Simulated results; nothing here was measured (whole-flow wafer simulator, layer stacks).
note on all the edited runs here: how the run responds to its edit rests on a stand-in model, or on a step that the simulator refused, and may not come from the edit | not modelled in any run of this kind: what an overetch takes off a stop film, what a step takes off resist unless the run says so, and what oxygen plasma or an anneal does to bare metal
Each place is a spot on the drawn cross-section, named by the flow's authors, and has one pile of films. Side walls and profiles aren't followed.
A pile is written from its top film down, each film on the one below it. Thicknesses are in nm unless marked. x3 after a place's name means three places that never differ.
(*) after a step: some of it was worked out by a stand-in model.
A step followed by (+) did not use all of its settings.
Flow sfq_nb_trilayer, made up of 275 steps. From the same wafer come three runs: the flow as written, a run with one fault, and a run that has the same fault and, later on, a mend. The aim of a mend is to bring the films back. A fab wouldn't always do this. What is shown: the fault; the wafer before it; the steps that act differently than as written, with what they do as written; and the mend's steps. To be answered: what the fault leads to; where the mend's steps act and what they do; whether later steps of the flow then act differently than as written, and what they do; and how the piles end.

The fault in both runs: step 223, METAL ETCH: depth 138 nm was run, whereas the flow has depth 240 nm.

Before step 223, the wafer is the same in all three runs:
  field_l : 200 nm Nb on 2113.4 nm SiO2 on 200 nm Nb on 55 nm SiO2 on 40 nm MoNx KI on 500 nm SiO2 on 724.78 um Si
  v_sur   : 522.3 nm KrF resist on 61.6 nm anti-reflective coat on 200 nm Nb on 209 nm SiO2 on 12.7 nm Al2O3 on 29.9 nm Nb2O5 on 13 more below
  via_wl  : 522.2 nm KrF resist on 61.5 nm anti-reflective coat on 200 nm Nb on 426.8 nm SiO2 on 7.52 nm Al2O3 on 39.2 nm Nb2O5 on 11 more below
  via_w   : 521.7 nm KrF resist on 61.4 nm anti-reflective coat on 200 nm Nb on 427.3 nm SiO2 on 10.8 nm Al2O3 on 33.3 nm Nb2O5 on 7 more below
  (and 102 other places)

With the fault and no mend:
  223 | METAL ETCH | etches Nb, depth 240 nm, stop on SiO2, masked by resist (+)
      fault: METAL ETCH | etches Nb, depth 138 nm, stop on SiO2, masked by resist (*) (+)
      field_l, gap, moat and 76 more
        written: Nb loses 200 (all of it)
        fault: Nb loses 138
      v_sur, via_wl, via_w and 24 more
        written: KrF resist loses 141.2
        fault: KrF resist loses 81.2
  Steps later in the flow that act otherwise than as written:
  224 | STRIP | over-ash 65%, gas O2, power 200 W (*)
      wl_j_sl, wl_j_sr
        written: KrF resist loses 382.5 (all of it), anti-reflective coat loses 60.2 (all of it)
        fault: KrF resist loses 442.5 (all of it), anti-reflective coat loses 60.2 (all of it)
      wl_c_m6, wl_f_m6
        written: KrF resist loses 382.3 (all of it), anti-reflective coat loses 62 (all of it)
        fault: KrF resist loses 442.3 (all of it), anti-reflective coat loses 62 (all of it)
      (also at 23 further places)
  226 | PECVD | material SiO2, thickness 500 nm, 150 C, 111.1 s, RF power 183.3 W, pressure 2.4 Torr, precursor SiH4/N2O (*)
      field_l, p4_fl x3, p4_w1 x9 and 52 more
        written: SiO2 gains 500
        fault: SiO2 gains 500 (new film)
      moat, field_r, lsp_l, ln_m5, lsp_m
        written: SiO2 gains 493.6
        fault: SiO2 gains 500 (new film)
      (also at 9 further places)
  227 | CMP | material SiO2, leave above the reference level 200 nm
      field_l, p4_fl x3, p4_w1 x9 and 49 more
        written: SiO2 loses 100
        fault: SiO2 loses 162
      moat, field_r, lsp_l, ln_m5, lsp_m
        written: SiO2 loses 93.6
        fault: SiO2 loses 162
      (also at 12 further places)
  By the end, the piles at field_l, gap, moat and 76 more depart from the flow's by more than 2% or 0.5 nm, whichever is larger.
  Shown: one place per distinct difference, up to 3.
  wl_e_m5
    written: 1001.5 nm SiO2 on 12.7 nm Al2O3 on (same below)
    fault: 730.5 nm SiO2 on 62 nm Nb on 209 nm SiO2 on 12.7 nm Al2O3 on (same below)
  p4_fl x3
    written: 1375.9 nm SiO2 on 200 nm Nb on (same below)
    fault: 730.5 nm SiO2 on 62 nm Nb on 583.4 nm SiO2 on 200 nm Nb on (same below)
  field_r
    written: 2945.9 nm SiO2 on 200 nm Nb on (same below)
    fault: 730.5 nm SiO2 on 62 nm Nb on 2153.4 nm SiO2 on 200 nm Nb on (same below)

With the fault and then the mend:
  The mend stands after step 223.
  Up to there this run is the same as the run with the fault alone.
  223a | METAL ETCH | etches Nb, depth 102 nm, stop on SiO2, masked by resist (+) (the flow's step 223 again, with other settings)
      field_l, gap, moat and 76 more
        Nb loses 62 (all of it)
      v_sur, via_wl, via_w and 24 more
        KrF resist loses 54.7
  None of the later steps of the flow differs from how it acts as written, at any place that is followed, by more than 2% or 0.5 nm, whichever is larger.
  The piles end the same as the flow's at every place that both follow.
